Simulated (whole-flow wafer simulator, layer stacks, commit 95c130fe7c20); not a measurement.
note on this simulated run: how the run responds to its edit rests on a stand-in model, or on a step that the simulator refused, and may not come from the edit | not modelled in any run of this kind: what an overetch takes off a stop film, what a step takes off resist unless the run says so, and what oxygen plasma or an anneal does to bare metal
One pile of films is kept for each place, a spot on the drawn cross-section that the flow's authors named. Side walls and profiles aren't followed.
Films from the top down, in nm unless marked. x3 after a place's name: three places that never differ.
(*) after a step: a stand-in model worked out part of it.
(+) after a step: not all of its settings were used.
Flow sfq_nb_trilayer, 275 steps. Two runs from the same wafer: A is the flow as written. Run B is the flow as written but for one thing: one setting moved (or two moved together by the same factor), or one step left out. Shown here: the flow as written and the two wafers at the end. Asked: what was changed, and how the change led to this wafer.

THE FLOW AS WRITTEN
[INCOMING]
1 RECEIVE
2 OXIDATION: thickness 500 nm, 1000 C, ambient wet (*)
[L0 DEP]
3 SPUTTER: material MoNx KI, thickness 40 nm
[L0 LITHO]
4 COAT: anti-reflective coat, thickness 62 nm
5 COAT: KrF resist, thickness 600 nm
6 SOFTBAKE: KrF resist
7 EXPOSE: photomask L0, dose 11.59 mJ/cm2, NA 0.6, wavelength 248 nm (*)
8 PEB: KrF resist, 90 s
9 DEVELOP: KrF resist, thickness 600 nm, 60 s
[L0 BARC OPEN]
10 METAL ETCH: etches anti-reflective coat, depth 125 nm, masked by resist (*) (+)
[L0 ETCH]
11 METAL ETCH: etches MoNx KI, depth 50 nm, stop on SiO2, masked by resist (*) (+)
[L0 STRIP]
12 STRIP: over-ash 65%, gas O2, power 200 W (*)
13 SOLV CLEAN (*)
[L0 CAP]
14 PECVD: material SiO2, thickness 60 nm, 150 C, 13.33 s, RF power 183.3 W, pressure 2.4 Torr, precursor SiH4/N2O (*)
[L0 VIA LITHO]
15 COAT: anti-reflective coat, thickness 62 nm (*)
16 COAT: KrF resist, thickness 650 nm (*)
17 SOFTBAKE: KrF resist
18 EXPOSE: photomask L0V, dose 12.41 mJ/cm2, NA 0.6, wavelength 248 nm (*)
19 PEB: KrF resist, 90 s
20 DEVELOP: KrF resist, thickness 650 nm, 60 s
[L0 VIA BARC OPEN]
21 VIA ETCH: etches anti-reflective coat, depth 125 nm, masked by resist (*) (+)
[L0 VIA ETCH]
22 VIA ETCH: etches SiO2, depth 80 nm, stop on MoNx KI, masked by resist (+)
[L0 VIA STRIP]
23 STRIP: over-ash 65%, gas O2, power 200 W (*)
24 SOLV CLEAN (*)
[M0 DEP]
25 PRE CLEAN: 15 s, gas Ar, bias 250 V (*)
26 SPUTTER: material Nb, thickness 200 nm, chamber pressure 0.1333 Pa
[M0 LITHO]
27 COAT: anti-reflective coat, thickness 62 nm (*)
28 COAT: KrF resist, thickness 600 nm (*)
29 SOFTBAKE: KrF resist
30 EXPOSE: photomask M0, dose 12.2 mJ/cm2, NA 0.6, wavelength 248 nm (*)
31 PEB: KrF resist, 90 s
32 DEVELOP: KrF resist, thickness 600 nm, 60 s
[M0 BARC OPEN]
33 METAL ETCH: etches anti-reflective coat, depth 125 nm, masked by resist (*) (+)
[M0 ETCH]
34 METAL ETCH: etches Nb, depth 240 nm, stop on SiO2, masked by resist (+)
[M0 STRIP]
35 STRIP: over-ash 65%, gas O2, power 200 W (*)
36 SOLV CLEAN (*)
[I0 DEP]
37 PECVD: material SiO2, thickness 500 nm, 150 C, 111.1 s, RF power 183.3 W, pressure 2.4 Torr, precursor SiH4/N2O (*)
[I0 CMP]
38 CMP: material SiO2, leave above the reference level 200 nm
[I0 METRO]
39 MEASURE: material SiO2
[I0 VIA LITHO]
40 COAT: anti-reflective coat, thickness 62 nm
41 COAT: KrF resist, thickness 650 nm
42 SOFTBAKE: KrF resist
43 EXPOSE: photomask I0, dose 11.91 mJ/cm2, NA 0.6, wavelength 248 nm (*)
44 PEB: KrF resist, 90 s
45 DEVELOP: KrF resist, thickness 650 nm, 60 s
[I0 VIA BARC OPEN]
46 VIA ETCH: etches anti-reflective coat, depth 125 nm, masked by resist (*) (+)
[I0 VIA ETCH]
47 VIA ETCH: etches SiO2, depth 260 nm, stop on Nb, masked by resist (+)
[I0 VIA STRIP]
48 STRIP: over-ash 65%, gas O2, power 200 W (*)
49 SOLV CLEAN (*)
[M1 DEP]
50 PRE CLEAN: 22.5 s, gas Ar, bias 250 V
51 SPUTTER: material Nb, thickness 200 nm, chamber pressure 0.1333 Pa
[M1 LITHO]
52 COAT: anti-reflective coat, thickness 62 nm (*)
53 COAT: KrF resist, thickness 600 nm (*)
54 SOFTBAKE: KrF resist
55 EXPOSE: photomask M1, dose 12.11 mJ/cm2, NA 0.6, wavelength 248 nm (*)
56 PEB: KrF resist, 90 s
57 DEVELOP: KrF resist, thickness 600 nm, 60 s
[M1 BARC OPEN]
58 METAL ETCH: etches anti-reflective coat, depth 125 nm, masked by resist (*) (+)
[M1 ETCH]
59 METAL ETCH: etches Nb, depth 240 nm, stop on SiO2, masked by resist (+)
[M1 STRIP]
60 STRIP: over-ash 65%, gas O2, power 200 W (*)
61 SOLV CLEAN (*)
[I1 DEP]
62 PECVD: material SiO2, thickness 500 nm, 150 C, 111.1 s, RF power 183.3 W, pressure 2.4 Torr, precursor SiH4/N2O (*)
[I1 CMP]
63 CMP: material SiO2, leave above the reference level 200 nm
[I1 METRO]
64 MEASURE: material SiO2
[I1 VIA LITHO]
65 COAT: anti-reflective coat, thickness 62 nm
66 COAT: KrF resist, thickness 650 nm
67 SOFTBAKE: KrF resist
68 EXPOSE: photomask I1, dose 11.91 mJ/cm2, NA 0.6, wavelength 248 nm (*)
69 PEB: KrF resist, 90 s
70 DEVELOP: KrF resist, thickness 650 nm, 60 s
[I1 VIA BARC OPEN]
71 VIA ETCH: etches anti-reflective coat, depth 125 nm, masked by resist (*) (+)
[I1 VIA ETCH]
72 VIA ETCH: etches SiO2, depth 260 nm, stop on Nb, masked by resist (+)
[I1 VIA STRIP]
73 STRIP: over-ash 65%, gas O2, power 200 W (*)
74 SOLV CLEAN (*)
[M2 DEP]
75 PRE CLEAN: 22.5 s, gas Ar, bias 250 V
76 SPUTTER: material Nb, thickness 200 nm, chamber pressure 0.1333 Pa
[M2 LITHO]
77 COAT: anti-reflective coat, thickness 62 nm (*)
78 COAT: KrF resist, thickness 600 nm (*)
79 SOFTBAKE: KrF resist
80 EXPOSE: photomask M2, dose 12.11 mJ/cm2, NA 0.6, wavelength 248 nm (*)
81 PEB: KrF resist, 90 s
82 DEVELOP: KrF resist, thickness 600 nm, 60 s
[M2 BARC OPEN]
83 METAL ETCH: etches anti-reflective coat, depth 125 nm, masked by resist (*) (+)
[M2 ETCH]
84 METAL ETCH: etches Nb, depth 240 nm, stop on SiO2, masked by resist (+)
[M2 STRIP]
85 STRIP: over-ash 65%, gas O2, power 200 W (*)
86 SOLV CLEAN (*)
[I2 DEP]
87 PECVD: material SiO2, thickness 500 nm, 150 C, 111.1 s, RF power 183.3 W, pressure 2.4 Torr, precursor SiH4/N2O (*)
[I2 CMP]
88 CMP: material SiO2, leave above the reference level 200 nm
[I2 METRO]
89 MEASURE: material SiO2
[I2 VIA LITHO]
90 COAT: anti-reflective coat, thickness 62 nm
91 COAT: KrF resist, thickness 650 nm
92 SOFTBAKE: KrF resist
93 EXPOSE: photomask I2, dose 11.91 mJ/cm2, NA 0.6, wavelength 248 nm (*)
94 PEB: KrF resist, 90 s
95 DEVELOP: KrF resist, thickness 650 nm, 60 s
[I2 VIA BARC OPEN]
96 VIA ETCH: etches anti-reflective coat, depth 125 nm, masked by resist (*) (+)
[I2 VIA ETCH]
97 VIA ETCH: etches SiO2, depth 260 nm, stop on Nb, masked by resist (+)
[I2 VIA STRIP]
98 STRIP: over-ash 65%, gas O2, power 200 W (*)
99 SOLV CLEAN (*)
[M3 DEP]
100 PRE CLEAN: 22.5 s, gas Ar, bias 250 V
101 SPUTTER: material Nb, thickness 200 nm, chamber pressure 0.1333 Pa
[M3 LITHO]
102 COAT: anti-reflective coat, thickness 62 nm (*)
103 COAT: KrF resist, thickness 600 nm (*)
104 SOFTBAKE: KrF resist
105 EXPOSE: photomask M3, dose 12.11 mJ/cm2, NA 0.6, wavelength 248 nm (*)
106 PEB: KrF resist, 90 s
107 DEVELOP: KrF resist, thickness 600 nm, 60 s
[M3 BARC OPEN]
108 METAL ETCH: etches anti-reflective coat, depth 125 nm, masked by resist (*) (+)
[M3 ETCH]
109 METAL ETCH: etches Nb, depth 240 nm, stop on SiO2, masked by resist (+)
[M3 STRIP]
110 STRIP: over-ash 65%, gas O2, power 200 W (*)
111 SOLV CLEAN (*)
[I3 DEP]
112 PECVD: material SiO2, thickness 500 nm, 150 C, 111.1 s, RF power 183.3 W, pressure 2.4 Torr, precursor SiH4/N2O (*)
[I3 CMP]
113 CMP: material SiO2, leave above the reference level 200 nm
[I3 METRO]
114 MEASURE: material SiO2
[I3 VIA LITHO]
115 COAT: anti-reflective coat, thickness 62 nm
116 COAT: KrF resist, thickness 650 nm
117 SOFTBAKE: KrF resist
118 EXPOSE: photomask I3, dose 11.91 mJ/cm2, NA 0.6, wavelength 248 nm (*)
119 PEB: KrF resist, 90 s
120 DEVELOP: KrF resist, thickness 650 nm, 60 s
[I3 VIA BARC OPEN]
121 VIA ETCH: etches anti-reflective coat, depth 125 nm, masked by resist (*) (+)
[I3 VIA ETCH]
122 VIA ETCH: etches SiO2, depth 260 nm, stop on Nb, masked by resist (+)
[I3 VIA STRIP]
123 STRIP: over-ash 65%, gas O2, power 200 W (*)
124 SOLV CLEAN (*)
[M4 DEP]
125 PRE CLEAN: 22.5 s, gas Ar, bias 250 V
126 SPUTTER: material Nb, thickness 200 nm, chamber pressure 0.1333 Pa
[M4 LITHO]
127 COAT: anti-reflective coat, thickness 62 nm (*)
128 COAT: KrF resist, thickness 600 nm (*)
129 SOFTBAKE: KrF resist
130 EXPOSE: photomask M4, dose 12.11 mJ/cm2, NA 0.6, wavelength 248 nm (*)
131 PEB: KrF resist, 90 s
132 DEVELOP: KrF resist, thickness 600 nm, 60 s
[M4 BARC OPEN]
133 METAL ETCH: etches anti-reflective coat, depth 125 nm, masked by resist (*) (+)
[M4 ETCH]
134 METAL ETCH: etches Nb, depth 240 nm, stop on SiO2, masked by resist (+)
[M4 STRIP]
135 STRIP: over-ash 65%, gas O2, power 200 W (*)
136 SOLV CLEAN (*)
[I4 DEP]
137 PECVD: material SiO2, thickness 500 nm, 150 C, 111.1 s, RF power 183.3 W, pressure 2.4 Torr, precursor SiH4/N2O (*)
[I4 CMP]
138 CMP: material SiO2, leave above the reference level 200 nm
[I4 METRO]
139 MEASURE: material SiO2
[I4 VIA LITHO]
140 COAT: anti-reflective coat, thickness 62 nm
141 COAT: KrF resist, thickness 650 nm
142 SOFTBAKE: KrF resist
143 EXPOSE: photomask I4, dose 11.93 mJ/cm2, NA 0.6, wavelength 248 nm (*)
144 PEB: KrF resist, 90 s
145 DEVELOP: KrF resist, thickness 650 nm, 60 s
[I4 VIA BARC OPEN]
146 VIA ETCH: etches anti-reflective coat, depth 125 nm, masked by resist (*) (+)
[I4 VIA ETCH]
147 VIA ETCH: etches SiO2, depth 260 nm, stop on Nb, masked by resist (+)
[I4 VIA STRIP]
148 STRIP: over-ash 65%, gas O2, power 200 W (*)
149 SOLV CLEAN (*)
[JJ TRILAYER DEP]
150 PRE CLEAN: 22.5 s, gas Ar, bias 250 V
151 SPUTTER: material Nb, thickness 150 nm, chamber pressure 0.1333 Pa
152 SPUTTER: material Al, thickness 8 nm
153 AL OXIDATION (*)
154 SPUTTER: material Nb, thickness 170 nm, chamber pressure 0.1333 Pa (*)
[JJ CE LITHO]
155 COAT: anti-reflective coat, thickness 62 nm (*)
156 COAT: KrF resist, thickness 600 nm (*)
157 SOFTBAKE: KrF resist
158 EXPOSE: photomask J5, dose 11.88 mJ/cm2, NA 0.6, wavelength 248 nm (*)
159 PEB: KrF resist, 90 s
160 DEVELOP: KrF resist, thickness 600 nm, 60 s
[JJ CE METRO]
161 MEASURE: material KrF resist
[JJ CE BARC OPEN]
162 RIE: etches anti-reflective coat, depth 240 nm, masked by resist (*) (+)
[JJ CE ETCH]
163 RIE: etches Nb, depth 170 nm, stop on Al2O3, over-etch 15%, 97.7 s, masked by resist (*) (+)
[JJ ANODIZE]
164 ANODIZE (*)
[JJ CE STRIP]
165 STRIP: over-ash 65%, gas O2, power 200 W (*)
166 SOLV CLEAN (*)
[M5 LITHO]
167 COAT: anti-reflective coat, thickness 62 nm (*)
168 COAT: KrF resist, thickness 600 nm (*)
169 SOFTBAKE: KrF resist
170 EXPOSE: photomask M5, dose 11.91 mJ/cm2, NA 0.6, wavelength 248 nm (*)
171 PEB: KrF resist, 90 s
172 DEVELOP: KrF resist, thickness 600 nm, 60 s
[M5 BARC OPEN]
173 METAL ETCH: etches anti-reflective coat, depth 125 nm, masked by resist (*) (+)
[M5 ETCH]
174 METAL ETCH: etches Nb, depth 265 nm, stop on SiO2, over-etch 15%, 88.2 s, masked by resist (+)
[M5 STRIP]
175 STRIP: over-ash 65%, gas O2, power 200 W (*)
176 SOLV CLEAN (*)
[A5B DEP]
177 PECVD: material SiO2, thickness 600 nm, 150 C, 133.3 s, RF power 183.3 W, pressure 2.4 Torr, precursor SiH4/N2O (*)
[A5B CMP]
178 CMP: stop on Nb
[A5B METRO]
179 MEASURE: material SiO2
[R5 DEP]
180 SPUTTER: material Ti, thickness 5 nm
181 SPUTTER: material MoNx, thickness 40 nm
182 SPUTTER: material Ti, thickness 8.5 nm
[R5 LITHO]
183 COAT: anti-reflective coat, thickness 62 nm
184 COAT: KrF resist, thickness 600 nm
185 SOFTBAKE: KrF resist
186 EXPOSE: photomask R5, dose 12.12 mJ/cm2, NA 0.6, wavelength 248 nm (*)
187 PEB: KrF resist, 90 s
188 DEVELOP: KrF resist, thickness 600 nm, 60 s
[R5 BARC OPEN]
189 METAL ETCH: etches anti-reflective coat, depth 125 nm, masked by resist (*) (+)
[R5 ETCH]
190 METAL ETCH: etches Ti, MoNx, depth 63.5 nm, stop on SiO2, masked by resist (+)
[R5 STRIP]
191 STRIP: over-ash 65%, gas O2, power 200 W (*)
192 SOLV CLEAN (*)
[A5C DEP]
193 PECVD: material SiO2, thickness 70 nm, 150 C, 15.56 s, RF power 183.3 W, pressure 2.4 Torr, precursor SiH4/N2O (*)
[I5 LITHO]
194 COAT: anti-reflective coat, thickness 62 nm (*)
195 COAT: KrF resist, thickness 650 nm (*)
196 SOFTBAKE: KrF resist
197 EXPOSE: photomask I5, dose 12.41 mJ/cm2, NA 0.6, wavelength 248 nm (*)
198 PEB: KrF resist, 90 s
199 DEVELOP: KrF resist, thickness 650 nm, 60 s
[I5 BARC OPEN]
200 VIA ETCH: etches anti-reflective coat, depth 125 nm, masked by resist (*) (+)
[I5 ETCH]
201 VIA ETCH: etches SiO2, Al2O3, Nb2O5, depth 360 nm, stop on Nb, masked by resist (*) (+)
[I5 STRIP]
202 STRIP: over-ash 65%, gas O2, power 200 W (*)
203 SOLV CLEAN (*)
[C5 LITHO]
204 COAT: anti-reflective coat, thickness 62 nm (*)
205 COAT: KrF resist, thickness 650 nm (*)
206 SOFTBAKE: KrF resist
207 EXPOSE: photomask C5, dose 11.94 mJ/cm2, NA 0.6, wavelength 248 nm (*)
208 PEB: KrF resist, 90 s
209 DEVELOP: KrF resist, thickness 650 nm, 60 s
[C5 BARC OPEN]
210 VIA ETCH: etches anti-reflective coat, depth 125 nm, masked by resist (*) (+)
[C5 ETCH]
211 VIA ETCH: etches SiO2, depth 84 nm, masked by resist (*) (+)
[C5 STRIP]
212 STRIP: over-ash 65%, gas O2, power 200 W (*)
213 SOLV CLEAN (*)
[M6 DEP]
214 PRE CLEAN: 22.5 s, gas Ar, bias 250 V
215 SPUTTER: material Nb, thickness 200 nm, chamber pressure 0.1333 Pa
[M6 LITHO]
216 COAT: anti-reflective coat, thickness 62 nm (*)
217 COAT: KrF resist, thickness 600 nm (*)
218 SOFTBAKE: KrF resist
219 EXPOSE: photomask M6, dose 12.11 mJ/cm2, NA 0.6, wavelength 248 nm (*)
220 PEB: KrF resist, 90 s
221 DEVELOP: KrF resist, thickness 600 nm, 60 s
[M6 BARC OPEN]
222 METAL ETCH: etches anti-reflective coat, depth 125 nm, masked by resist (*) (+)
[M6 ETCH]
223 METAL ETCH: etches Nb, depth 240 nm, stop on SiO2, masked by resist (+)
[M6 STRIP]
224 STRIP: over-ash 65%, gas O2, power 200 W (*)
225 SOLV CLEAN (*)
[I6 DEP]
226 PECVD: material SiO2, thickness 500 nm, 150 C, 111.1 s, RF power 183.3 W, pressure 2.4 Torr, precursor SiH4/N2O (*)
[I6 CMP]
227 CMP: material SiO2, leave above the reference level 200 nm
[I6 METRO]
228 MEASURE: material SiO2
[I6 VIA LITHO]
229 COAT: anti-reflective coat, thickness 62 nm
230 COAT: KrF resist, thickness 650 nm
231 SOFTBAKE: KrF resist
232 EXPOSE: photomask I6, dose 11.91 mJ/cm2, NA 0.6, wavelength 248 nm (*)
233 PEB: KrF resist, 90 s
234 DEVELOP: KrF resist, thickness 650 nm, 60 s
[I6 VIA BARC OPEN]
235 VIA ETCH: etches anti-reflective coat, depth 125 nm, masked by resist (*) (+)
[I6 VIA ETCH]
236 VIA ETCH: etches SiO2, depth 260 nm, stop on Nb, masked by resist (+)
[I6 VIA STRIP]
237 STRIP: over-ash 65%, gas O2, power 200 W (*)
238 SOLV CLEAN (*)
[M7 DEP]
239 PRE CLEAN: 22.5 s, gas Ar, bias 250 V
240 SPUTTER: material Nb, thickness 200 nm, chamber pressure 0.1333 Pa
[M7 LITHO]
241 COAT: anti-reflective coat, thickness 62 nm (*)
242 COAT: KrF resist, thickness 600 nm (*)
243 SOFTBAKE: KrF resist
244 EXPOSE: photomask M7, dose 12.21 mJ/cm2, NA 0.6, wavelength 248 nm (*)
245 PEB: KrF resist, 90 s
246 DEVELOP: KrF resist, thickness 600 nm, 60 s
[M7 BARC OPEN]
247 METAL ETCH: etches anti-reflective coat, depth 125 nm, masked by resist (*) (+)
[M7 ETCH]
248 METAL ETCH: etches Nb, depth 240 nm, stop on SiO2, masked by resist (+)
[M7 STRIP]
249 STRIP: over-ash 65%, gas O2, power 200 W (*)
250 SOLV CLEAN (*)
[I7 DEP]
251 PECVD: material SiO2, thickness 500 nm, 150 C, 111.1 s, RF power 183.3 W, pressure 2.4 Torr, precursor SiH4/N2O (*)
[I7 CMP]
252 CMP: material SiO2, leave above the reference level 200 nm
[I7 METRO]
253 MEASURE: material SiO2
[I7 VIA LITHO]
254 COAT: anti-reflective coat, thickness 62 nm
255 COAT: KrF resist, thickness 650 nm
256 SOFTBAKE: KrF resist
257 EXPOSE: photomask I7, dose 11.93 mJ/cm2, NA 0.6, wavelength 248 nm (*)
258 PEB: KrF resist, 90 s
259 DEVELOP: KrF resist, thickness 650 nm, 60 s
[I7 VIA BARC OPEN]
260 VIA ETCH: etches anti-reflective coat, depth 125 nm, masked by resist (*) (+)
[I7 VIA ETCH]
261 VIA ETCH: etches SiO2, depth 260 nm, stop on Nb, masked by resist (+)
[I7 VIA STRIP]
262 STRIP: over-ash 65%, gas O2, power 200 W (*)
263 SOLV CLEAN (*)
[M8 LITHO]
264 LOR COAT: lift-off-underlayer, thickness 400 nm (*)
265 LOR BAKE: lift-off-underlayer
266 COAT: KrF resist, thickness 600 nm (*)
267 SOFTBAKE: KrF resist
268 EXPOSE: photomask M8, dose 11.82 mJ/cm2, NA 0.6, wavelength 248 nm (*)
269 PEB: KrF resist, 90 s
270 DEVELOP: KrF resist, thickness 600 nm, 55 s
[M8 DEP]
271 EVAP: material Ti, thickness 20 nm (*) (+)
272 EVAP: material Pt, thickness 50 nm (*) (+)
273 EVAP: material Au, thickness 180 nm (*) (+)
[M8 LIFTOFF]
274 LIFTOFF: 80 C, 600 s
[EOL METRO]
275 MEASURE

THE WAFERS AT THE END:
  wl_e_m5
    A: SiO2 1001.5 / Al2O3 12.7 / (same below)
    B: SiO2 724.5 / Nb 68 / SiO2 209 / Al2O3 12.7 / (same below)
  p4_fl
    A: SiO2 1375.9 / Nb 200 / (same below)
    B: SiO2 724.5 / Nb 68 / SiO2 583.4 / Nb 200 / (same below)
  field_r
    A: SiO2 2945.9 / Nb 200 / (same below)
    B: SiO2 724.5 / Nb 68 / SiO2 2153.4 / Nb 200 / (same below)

The cause: step 223, METAL ETCH: depth 132 nm was run, where the flow has depth 240 nm.

How the change led to this, step by step:
  223 METAL ETCH: etches Nb, depth 240 nm, stop on SiO2, masked by resist (+)
      field_l, gap, moat and 76 more: A Nb -200 (all of it) | B Nb -132
      v_sur, via_wl, via_w and 24 more: A KrF resist -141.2 | B KrF resist -77.6
  224 STRIP: over-ash 65%, gas O2, power 200 W (*)
      wl_j_sl, wl_j_sr: A KrF resist -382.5 (all of it), anti-reflective coat -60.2 (all of it) | B KrF resist -446 (all of it), anti-reflective coat -60.2 (all of it)
      wl_c_m6, wl_f_m6: A KrF resist -382.3 (all of it), anti-reflective coat -62 (all of it) | B KrF resist -445.8 (all of it), anti-reflective coat -62 (all of it)
      (and at 23 more places)
  226 PECVD: material SiO2, thickness 500 nm, 150 C, 111.1 s, RF power 183.3 W, pressure 2.4 Torr, precursor SiH4/N2O (*)
      field_l, p4_fl, p4_fm and 62 more: A SiO2 +500 | B SiO2 +500 (new film)
      moat, field_r, lsp_l, ln_m5, lsp_m: A SiO2 +493.6 | B SiO2 +500 (new film)
      (and at 9 more places)
  227 CMP: material SiO2, leave above the reference level 200 nm
      field_l, p4_fl, p4_fm and 59 more: A SiO2 -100 | B SiO2 -168
      moat, field_r, lsp_l, ln_m5, lsp_m: A SiO2 -93.6 | B SiO2 -168
      (and at 12 more places)
Counting metal films that touch as one body, wl_e_m5 has 7 bodies (between them, from the top down: SiO2 209 / Al2O3 12.7 / Nb2O5 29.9; SiO2 192.5; SiO2 192.5; SiO2 192.5; SiO2 192.5; SiO2 192.5); the flow as written gives 6 bodies (between them, from the top down: SiO2 192.5; SiO2 192.5; SiO2 192.5; SiO2 192.5; SiO2 192.5).
Counting metal films that touch as one body, p4_fl has 3 bodies (between them, from the top down: SiO2 583.4; SiO2 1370); the flow as written gives 2 bodies (between them, from the top down: SiO2 1370).
Counting metal films that touch as one body, field_r has 2 bodies (between them, from the top down: SiO2 2153.4); the flow as written gives 1 body.
